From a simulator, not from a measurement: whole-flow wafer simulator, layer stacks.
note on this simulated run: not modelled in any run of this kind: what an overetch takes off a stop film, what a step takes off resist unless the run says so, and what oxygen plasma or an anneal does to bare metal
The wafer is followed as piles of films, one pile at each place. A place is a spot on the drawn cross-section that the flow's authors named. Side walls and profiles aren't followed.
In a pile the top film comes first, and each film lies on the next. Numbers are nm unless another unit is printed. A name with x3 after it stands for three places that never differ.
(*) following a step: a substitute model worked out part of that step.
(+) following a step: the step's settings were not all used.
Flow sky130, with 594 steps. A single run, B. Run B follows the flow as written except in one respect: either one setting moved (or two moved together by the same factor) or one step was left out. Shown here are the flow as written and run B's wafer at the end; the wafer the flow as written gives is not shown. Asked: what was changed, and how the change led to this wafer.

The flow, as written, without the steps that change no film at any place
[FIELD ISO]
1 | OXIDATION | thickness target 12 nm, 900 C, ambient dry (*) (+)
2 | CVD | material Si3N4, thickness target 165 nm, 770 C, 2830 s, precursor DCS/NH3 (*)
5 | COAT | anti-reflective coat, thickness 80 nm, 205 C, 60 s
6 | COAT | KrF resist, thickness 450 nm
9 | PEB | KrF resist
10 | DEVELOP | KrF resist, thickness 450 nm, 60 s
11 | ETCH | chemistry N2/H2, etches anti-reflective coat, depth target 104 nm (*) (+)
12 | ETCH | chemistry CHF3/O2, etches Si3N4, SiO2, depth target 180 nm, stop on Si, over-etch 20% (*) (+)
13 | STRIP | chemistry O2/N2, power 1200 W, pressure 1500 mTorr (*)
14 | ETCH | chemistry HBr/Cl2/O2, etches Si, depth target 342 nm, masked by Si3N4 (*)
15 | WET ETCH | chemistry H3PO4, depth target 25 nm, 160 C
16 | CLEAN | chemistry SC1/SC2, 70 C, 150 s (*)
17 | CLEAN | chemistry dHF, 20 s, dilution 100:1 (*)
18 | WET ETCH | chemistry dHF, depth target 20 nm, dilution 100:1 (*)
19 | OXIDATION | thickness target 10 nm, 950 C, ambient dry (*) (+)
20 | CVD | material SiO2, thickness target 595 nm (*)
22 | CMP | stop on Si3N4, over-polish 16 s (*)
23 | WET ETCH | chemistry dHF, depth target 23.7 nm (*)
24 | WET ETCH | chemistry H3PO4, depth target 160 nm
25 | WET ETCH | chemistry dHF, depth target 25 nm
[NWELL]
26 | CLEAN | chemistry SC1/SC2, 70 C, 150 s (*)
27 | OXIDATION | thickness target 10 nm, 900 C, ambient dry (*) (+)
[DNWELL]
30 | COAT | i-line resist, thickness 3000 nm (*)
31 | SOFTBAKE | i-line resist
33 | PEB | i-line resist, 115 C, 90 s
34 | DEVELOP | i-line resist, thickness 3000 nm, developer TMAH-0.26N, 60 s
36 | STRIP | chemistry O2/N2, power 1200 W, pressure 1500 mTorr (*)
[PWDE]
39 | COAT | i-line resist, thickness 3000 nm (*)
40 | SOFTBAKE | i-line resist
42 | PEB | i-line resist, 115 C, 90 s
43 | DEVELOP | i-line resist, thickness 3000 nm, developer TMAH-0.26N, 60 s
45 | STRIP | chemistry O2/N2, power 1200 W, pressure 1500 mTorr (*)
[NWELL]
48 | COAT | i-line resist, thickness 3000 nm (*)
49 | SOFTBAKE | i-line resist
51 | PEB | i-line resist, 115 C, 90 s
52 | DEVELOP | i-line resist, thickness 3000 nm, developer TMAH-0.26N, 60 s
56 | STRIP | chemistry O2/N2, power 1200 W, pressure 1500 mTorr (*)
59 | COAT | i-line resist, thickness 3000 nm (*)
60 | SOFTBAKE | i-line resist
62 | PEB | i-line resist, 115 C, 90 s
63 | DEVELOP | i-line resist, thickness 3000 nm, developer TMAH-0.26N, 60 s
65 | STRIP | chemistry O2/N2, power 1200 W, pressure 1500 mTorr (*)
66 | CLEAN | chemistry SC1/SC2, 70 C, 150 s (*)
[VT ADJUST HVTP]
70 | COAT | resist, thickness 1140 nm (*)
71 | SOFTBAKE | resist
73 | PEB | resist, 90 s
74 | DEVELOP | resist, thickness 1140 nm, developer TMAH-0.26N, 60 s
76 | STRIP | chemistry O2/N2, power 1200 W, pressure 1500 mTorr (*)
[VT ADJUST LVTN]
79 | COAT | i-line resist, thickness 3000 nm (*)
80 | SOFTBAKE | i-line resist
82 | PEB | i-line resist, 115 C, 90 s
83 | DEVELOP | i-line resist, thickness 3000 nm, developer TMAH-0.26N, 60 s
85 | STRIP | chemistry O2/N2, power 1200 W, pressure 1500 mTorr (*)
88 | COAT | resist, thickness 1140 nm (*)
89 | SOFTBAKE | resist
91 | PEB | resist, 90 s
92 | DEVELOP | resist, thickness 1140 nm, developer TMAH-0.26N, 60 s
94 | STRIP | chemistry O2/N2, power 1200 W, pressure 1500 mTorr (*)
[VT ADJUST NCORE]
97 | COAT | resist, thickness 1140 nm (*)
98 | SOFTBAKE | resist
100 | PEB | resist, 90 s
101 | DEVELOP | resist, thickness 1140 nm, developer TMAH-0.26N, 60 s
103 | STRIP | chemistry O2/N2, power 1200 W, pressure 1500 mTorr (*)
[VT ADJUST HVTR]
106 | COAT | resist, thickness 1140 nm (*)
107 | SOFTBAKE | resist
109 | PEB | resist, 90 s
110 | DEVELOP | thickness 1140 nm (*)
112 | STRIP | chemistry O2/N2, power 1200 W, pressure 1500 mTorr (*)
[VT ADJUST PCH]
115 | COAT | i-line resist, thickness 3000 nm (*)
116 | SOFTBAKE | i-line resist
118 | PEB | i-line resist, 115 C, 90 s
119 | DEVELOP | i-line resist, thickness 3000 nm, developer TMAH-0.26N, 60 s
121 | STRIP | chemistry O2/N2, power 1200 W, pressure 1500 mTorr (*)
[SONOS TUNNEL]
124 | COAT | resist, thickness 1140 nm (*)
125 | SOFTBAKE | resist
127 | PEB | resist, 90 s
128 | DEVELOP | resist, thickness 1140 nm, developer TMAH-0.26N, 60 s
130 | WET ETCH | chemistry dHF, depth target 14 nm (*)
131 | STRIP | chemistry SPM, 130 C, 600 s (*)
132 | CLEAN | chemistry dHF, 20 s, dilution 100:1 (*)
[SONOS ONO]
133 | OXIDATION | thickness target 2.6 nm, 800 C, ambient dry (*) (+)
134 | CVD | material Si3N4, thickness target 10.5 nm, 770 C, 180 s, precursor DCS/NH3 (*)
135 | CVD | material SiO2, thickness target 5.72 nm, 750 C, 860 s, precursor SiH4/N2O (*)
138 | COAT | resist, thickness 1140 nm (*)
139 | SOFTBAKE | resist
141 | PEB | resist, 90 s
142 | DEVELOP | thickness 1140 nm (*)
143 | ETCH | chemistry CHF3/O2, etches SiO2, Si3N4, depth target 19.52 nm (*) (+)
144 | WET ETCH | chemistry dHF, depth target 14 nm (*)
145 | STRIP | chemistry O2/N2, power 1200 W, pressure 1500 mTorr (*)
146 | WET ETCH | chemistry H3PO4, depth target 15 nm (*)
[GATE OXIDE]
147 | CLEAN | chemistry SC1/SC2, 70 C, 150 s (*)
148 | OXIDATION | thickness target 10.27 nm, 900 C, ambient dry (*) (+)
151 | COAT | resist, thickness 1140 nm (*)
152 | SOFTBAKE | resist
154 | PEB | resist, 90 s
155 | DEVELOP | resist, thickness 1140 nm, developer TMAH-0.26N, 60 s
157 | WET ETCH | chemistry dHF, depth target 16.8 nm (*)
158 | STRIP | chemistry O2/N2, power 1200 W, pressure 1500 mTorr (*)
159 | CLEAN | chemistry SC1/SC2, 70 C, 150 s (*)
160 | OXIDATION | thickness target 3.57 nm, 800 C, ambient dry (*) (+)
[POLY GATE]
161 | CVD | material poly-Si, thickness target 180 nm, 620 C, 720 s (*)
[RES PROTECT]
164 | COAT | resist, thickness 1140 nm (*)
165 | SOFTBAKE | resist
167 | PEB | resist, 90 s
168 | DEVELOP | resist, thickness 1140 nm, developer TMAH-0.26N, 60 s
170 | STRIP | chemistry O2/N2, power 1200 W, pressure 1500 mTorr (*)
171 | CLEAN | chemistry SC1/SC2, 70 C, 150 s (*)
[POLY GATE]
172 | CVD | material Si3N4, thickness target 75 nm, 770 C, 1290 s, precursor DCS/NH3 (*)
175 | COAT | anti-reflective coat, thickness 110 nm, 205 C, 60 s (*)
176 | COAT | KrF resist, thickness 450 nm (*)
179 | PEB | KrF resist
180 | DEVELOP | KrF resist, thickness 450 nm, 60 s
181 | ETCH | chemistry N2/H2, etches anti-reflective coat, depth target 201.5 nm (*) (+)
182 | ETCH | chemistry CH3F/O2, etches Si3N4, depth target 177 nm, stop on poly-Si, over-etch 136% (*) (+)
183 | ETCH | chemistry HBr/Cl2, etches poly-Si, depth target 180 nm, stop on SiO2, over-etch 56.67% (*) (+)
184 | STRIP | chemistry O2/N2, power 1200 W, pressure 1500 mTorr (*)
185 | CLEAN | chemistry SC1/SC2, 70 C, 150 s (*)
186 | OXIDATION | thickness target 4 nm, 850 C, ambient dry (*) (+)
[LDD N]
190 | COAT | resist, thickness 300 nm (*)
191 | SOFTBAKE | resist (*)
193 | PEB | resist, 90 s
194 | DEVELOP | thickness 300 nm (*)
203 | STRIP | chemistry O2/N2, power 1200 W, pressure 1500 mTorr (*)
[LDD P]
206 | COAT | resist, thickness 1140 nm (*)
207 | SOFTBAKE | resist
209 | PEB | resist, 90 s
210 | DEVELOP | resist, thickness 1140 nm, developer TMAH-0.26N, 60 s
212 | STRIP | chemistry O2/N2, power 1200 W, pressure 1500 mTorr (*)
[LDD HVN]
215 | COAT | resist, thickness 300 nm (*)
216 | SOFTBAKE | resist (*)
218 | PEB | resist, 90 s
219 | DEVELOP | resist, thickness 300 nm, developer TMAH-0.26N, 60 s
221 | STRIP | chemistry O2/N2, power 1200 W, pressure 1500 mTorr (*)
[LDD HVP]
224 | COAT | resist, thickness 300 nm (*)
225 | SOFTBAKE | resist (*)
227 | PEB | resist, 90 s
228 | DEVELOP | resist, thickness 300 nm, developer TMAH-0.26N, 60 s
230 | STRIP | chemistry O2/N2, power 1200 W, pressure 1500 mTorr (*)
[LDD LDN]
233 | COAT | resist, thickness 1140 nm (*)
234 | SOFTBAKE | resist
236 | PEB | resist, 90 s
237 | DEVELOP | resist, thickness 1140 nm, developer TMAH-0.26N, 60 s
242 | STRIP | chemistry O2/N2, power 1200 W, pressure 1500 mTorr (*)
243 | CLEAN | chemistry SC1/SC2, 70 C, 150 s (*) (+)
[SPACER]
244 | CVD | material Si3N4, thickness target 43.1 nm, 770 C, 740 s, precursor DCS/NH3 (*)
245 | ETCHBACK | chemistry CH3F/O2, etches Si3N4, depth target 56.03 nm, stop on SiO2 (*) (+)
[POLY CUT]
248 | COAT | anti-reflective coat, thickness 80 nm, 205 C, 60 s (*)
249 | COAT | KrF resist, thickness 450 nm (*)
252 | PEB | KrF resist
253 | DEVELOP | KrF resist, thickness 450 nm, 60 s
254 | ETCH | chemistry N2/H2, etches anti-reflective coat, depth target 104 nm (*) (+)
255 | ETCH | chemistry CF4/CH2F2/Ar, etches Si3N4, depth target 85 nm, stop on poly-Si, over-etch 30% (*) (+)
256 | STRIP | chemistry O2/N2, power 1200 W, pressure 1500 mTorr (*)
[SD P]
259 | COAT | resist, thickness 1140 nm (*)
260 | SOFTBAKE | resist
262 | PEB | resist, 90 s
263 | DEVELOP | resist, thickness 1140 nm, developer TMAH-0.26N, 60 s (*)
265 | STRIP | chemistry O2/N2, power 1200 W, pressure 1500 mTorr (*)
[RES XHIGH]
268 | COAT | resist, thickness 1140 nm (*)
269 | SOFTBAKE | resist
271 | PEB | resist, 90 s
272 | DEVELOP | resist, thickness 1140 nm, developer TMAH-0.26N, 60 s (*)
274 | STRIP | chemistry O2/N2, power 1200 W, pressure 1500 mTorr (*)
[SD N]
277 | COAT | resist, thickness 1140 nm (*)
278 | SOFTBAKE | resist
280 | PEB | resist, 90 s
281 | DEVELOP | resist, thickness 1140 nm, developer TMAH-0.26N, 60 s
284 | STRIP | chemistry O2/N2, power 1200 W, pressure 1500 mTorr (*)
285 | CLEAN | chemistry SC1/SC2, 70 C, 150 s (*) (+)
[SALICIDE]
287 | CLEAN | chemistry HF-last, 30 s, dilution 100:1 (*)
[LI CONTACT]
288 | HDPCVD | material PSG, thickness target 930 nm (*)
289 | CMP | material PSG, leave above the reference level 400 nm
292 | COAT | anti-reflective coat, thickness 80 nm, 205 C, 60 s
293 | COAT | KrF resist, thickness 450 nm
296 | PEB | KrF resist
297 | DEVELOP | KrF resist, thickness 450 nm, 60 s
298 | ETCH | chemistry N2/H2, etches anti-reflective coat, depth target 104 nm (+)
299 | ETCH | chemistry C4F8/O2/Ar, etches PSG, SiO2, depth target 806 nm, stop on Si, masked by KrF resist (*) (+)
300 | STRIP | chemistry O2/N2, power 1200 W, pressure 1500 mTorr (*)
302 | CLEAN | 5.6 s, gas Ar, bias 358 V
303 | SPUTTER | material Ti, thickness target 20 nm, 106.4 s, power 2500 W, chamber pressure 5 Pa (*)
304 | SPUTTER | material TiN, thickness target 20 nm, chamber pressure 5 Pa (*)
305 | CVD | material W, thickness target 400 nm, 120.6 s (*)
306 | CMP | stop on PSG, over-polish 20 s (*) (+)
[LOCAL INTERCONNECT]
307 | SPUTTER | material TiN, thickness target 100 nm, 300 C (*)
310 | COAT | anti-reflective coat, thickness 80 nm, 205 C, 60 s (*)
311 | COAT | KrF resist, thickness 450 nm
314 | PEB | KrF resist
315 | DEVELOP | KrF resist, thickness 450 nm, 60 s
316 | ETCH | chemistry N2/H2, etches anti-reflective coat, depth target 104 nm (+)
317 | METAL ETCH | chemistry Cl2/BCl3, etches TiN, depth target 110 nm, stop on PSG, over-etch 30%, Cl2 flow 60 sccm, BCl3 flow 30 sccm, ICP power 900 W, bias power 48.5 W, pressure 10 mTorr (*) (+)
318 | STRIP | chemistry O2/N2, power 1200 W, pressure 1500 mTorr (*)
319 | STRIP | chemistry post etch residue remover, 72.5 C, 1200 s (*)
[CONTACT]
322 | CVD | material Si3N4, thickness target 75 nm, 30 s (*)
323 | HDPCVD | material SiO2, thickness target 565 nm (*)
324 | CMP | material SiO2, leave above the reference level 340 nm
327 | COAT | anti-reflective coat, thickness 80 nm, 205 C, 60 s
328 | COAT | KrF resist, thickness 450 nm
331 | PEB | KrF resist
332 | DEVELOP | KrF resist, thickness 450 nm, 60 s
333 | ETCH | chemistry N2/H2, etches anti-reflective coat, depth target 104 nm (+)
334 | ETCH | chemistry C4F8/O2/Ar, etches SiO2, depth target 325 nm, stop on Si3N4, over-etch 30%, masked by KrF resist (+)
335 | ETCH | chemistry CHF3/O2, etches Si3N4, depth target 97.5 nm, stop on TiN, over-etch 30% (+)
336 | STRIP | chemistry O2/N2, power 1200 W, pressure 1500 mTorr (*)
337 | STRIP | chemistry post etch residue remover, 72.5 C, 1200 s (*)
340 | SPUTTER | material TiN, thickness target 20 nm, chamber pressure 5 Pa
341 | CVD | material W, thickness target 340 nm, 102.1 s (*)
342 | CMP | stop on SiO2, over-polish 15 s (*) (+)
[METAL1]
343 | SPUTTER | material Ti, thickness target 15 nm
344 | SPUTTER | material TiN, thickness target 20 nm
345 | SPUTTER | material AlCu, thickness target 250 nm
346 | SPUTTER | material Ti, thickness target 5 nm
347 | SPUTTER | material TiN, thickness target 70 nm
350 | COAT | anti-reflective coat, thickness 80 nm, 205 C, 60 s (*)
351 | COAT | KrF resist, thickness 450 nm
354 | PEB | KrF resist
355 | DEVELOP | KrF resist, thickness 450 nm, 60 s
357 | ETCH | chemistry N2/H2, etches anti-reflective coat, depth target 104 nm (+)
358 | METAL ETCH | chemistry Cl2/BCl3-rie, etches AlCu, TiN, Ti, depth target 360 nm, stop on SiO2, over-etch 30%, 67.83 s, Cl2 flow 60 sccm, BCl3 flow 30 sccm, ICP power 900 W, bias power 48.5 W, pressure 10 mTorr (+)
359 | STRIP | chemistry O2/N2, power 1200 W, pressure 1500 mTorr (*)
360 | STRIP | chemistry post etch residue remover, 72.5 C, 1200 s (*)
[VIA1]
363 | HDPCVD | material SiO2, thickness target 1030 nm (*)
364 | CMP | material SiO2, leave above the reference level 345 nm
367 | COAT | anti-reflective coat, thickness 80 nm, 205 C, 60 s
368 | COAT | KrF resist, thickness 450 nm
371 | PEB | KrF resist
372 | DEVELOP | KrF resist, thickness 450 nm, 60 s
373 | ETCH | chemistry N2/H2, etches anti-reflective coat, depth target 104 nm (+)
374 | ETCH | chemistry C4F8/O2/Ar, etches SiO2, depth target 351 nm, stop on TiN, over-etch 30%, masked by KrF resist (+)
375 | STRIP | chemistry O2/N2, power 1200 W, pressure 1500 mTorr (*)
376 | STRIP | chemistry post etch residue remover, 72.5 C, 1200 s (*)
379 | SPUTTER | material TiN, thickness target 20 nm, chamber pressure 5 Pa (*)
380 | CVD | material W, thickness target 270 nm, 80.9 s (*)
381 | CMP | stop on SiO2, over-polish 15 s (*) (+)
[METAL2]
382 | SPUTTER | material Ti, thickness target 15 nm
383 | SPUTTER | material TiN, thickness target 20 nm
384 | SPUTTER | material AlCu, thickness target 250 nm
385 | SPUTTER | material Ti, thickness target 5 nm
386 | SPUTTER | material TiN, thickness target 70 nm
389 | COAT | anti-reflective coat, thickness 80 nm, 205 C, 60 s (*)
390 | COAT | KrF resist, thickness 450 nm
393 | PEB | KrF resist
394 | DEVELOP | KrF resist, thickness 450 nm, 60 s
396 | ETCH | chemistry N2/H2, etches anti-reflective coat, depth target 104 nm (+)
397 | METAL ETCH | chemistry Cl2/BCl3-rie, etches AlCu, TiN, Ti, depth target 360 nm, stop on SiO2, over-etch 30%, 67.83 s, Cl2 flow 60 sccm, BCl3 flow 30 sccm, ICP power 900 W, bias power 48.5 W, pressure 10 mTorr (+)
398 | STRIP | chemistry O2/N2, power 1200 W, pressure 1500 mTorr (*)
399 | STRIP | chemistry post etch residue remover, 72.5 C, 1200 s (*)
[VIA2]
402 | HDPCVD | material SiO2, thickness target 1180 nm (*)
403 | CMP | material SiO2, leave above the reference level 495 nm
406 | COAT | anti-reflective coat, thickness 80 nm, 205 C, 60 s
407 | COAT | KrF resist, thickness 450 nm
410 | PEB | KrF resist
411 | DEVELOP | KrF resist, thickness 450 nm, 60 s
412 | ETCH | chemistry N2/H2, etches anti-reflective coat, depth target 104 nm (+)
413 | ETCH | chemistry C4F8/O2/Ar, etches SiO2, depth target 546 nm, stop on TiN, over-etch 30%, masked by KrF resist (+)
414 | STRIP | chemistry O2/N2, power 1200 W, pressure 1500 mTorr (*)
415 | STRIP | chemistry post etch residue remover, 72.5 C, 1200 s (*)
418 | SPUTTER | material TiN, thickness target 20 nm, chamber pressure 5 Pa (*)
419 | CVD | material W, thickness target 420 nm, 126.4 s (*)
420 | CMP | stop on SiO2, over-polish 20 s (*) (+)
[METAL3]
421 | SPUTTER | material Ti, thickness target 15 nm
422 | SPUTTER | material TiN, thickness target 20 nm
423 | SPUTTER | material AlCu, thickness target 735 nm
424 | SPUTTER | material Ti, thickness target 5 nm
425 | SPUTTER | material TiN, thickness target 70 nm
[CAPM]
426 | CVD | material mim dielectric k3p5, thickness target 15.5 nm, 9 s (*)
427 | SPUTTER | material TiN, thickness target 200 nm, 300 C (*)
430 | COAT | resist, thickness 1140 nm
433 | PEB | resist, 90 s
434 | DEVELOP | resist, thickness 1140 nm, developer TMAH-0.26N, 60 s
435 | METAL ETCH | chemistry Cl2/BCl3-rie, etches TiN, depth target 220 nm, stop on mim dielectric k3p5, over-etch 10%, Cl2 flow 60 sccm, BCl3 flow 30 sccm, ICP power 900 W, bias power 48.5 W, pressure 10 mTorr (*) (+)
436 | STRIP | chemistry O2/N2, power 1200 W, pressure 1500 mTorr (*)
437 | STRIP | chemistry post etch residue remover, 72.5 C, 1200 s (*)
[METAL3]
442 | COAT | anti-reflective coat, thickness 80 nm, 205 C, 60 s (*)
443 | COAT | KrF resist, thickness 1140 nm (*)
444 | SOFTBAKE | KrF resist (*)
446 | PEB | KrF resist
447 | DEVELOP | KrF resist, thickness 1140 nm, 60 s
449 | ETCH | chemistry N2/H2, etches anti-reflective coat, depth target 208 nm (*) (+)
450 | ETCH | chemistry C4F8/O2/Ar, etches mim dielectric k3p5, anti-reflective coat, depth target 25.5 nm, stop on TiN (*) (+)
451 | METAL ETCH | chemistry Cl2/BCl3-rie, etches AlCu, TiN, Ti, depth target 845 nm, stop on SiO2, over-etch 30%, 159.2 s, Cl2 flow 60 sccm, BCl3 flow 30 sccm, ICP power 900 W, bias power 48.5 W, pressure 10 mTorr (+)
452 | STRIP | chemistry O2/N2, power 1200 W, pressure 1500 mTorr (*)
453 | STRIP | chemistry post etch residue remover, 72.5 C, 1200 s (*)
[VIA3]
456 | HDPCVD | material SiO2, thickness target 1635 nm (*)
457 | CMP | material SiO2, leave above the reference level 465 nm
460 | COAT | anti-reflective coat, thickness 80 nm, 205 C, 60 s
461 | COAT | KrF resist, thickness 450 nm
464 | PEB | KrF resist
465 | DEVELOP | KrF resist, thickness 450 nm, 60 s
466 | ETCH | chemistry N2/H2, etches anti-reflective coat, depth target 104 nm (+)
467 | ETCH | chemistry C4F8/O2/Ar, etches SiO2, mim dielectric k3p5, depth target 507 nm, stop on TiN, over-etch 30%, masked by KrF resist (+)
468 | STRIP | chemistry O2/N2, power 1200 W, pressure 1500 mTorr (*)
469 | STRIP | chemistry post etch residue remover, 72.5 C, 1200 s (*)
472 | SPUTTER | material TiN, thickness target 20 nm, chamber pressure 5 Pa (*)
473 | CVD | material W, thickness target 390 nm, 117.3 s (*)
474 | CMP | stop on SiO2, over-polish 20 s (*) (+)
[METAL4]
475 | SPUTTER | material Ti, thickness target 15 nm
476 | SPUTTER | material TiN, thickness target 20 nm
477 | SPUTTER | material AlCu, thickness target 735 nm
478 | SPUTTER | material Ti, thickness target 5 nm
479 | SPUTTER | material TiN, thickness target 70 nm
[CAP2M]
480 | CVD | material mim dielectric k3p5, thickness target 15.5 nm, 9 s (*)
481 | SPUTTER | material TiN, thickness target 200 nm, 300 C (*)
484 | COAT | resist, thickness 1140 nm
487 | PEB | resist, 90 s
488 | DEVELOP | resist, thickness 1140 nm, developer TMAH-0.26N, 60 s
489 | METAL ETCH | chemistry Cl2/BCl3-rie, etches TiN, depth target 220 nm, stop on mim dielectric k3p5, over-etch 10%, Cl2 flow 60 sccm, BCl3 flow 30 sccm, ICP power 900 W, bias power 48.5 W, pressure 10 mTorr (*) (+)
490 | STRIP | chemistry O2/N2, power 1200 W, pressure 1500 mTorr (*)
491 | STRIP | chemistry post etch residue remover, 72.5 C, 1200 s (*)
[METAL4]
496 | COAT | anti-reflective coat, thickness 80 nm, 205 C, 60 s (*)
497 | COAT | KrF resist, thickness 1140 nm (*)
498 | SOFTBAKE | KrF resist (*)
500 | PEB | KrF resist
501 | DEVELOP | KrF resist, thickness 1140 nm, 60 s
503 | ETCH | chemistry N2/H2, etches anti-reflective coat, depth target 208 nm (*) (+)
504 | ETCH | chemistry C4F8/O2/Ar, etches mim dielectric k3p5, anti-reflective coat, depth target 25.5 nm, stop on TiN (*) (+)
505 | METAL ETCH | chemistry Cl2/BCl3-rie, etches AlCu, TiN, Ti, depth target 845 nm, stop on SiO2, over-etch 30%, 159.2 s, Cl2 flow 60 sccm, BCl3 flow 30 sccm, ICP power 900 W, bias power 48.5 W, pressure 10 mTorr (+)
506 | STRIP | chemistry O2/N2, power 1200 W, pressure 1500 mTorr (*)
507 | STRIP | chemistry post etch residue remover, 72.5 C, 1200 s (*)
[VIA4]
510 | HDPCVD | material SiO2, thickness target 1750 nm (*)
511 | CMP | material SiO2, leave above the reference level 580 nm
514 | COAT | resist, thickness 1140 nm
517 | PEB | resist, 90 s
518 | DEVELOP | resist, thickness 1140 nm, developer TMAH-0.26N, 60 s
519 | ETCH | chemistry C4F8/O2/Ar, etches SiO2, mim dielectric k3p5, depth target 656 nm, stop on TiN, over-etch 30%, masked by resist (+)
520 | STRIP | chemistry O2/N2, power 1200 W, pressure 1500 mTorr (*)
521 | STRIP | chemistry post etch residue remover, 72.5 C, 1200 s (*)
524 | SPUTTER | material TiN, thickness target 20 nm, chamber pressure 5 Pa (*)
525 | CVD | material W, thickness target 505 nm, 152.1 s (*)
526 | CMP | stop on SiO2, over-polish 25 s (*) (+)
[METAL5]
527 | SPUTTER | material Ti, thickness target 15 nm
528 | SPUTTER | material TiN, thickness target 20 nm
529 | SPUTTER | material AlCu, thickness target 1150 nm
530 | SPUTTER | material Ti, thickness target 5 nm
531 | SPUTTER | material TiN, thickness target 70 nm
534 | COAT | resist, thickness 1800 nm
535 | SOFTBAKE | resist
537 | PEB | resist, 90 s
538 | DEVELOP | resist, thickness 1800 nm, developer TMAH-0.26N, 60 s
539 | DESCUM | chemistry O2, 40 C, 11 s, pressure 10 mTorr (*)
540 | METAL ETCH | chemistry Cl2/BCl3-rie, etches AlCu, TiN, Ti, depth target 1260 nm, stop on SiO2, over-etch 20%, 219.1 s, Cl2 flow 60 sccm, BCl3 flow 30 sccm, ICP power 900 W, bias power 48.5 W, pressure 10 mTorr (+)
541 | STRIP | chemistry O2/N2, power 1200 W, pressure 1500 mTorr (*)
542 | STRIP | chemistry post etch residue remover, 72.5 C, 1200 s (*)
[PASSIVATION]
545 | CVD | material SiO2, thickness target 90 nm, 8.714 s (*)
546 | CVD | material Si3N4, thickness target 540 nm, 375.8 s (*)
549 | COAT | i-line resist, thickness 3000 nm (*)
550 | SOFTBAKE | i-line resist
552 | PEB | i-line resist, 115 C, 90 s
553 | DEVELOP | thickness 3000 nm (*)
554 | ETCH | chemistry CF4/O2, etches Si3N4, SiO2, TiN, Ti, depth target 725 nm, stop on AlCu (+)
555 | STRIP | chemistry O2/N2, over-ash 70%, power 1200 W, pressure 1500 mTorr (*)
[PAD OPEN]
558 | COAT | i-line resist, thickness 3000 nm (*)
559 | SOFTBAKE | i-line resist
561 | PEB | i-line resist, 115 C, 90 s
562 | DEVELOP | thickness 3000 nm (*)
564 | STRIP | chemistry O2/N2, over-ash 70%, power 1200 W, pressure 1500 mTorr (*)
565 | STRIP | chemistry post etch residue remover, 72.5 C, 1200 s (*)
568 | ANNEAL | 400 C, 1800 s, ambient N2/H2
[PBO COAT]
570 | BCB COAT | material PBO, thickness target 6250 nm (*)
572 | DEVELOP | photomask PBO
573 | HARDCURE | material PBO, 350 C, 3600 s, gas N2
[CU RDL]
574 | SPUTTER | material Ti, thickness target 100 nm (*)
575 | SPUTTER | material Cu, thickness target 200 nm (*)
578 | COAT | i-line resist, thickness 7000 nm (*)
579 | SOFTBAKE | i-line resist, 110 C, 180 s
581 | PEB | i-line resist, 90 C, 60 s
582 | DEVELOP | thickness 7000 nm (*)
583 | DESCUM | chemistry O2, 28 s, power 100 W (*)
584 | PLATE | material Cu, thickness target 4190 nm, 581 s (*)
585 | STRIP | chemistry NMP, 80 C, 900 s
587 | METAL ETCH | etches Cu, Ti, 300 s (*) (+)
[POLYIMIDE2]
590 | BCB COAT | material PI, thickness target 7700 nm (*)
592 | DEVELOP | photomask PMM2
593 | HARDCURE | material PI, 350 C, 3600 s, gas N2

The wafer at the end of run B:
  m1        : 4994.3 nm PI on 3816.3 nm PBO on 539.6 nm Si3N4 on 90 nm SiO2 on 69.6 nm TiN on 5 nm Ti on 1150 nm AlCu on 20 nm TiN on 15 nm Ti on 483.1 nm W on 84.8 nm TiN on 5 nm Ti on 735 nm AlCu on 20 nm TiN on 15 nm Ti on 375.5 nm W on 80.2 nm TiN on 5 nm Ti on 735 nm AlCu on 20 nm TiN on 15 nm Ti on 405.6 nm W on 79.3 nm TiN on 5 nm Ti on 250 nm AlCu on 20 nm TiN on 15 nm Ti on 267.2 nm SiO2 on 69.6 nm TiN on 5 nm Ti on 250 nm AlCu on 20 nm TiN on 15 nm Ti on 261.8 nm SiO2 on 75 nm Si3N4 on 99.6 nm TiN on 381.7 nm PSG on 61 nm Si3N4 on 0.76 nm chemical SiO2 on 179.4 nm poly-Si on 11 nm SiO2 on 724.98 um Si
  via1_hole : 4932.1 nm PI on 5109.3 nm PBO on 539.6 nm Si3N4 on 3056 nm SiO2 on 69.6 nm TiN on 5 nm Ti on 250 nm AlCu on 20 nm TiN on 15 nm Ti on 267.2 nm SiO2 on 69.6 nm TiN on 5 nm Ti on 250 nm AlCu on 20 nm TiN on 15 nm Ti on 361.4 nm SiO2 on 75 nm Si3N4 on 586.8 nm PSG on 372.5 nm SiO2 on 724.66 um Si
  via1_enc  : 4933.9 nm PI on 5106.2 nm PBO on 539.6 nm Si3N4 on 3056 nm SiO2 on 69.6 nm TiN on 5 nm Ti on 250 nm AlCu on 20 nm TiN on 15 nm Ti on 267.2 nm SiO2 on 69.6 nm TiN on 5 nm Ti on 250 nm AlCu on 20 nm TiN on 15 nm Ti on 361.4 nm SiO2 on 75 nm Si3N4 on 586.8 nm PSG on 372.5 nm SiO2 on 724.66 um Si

What caused this: step 374, ETCH: chemistry C4F8/O2/Ar, etches SiO2, depth target 351 nm, stop on TiN, over-etch 30%, masked by KrF resist (+), was skipped.

The path from the change to this, step by step:
  375 | STRIP | chemistry O2/N2, power 1200 W, pressure 1500 mTorr (*)
      field, active, n_well and 186 more: KrF resist loses 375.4 (all of it), anti-reflective coat loses 80 (all of it) (it would be, as written: KrF resist loses 305.3 (all of it), anti-reflective coat loses 80 (all of it))
  379 | SPUTTER | material TiN, thickness target 20 nm, chamber pressure 5 Pa (*)
      m1: TiN gains 20 (new film) (it would be, as written: TiN gains 11)
      via1_hole: TiN gains 20 (new film) (it would be, as written: TiN gains 10.9)
  380 | CVD | material W, thickness target 270 nm, 80.9 s (*)
      m1, via1_hole: W gains 270 (new film) (it would be, as written: W gains 549.9 (new film))
  381 | CMP | stop on SiO2, over-polish 15 s (*) (+)
      m1, via1_hole: W loses 270 (all of it), TiN loses 20 (all of it), SiO2 loses 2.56 (it would be, as written: W loses 293.6)
If metal films that touch count as one body, m1 has 3 bodies (between them, from the top down: SiO2 267.2; SiO2 261.8 / Si3N4 75); the flow as written gives 2 bodies (between them, from the top down: SiO2 261.8 / Si3N4 75).
If metal films that touch count as one body, via1_hole has 2 bodies (between them, from the top down: SiO2 267.2); the flow as written gives 1 body.
